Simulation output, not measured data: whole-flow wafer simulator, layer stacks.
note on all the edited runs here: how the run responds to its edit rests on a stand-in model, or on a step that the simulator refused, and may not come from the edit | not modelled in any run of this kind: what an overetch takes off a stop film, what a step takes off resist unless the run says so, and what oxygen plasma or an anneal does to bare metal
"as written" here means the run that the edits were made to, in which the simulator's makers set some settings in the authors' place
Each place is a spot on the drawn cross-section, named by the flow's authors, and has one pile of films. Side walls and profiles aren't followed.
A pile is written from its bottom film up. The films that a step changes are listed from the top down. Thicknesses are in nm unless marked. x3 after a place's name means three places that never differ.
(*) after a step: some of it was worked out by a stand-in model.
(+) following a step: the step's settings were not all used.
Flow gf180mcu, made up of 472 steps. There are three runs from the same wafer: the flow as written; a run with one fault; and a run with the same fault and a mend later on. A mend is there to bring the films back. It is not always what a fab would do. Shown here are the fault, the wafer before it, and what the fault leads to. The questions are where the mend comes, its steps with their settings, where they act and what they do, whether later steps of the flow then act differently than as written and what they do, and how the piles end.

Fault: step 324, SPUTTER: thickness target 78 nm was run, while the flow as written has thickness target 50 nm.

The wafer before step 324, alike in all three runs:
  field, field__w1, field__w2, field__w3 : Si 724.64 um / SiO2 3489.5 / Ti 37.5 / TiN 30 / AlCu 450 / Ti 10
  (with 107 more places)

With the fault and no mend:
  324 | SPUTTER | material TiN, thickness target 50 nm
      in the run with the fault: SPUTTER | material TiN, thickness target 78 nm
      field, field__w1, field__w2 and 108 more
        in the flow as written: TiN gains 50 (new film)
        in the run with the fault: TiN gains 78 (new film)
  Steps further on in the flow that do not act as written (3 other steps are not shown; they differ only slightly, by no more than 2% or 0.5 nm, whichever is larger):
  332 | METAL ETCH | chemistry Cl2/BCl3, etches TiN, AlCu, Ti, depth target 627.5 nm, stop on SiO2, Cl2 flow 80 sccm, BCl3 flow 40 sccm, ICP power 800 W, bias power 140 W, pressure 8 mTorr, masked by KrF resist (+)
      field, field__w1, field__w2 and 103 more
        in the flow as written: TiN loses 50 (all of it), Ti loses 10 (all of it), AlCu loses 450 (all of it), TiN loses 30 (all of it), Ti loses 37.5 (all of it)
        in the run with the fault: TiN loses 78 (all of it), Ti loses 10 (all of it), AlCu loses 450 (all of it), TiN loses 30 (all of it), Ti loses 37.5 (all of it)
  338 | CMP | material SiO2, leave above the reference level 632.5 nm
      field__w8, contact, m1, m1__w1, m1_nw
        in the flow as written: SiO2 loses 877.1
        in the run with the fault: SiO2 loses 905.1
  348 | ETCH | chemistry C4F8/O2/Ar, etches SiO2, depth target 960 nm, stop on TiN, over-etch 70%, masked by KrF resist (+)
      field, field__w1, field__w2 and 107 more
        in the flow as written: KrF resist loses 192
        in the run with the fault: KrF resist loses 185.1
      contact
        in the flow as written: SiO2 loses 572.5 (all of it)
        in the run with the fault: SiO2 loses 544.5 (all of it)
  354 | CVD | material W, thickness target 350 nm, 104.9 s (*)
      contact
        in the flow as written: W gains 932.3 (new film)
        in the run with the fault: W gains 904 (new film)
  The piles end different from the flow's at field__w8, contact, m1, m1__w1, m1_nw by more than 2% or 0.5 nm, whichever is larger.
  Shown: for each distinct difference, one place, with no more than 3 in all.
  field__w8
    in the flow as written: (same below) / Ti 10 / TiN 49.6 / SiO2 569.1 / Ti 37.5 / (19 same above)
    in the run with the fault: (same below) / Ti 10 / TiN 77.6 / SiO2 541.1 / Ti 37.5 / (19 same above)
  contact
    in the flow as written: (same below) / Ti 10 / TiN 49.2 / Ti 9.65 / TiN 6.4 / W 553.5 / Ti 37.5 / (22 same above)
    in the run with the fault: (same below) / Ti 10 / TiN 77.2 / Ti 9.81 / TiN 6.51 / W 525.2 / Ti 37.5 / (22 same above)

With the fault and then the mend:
  The mend stands after step 331.
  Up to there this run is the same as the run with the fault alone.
  331a | STRIP | chemistry O2/N2, power 2160 W, pressure 1700 mTorr (*)
      field__w8, contact, m1, m1__w1, m1_nw
        KrF resist loses 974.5 (all of it)
  331b | METAL ETCH | chemistry Cl2/BCl3, etches TiN, AlCu, Ti, depth target 28 nm, Cl2 flow 80 sccm, BCl3 flow 40 sccm, ICP power 800 W, bias power 140 W, pressure 8 mTorr (the flow's step 260 again, with other settings)
      field, field__w1, field__w2 and 108 more
        TiN loses 28
  331c | HMDS | 120 C, 60 s (the flow's step 326 again)
      alters no film at any place that is followed
  331d | COAT | KrF resist, thickness 1000 nm (the flow's step 327 again)
      field, field__w1, field__w2 and 108 more
        KrF resist gains 1000 (new film)
  331e | SOFTBAKE | KrF resist (the flow's step 328 again)
      alters no film at any place that is followed
  331f | EXPOSE | photomask Metal3 (the flow's step 329 again)
      alters no film at any place that is followed
  331g | PEB | KrF resist, 135 C, 90 s (the flow's step 330 again)
      field, field__w1, field__w2 and 108 more
        KrF resist loses 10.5
  331h | DEVELOP | thickness 1000 nm, 60 s (the flow's step 331 again)
      field, field__w1, field__w2 and 103 more
        KrF resist loses 989.5 (all of it)
      field__w8, contact, m1, m1__w1, m1_nw
        KrF resist loses 14.9
  Every later step of the flow that is run acts as written at every place that is followed.
  By the end, the piles equal the flow's at every place that both follow.
